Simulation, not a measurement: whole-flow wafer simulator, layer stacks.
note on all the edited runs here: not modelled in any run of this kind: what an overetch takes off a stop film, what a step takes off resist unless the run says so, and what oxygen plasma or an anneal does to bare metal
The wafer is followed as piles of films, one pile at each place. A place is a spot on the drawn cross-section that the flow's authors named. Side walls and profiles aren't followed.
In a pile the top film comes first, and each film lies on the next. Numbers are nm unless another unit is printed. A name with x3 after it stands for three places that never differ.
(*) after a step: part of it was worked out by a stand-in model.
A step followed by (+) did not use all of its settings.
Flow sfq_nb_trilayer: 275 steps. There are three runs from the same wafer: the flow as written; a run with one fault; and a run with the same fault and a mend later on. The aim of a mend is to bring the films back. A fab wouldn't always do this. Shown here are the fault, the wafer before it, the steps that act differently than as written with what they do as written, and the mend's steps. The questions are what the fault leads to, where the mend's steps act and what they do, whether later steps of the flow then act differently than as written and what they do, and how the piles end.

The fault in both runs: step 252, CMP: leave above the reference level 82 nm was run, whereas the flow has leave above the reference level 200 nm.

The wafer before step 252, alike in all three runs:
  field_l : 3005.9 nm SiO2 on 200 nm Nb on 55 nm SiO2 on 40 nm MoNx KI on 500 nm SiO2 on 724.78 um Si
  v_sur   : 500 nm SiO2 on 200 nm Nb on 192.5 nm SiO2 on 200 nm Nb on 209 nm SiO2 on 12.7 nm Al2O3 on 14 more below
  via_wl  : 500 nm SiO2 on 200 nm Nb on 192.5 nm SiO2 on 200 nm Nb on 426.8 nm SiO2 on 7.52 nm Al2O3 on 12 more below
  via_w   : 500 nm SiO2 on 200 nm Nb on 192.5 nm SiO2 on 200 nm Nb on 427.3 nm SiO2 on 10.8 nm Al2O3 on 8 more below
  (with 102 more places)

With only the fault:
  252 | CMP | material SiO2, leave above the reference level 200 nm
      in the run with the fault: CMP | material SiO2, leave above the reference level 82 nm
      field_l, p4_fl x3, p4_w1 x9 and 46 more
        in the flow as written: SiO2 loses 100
        in the run with the fault: SiO2 loses 218
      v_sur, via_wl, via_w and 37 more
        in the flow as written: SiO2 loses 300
        in the run with the fault: SiO2 loses 418
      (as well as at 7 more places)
  Steps later in the flow that act otherwise than as written (not shown: 2 more steps that differ only slightly, by at most 2% or 0.5 nm, whichever is larger):
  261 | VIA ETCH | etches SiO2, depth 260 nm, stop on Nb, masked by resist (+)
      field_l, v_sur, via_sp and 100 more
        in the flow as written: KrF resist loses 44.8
        in the run with the fault: KrF resist loses 21.2
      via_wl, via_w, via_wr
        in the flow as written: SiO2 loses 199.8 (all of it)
        in the run with the fault: SiO2 loses 81.8 (all of it)
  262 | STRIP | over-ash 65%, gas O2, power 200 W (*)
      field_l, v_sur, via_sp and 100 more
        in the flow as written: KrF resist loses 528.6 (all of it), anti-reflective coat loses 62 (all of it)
        in the run with the fault: KrF resist loses 552.3 (all of it), anti-reflective coat loses 62 (all of it)
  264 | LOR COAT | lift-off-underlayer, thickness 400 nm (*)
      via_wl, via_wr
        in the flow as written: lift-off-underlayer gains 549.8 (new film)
        in the run with the fault: lift-off-underlayer gains 461.4 (new film)
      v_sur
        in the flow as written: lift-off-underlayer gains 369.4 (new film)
        in the run with the fault: lift-off-underlayer gains 387.5 (new film)
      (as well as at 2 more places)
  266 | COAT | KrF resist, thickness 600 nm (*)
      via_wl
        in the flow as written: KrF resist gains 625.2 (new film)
        in the run with the fault: KrF resist gains 610.3 (new film)
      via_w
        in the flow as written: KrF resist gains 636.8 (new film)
        in the run with the fault: KrF resist gains 615.1 (new film)
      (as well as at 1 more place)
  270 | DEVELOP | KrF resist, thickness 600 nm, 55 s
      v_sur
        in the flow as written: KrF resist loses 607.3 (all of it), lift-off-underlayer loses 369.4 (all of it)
        in the run with the fault: KrF resist loses 602.3 (all of it), lift-off-underlayer loses 387.5 (all of it)
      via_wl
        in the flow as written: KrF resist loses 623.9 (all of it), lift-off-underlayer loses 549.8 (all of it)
        in the run with the fault: KrF resist loses 609 (all of it), lift-off-underlayer loses 461.4 (all of it)
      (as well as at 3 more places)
  The piles end different from the flow's at field_l, v_sur, via_sp and 100 more by more than 2% or 0.5 nm, whichever is larger.
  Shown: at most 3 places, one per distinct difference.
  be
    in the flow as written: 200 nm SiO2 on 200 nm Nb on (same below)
    in the run with the fault: 82 nm SiO2 on 200 nm Nb on (same below)
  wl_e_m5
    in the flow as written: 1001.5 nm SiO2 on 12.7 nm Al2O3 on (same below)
    in the run with the fault: 883.5 nm SiO2 on 12.7 nm Al2O3 on (same below)
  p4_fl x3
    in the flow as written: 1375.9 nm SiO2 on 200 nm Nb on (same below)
    in the run with the fault: 1257.9 nm SiO2 on 200 nm Nb on (same below)

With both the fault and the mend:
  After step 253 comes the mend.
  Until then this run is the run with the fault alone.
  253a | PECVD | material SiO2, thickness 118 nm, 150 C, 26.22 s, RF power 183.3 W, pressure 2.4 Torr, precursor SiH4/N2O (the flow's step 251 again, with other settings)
      field_l, v_sur, via_wl and 103 more
        SiO2 gains 118
  Later steps of the flow that are run all act as written at every place that is followed.
  The piles end the same as the flow's at every place that both follow.
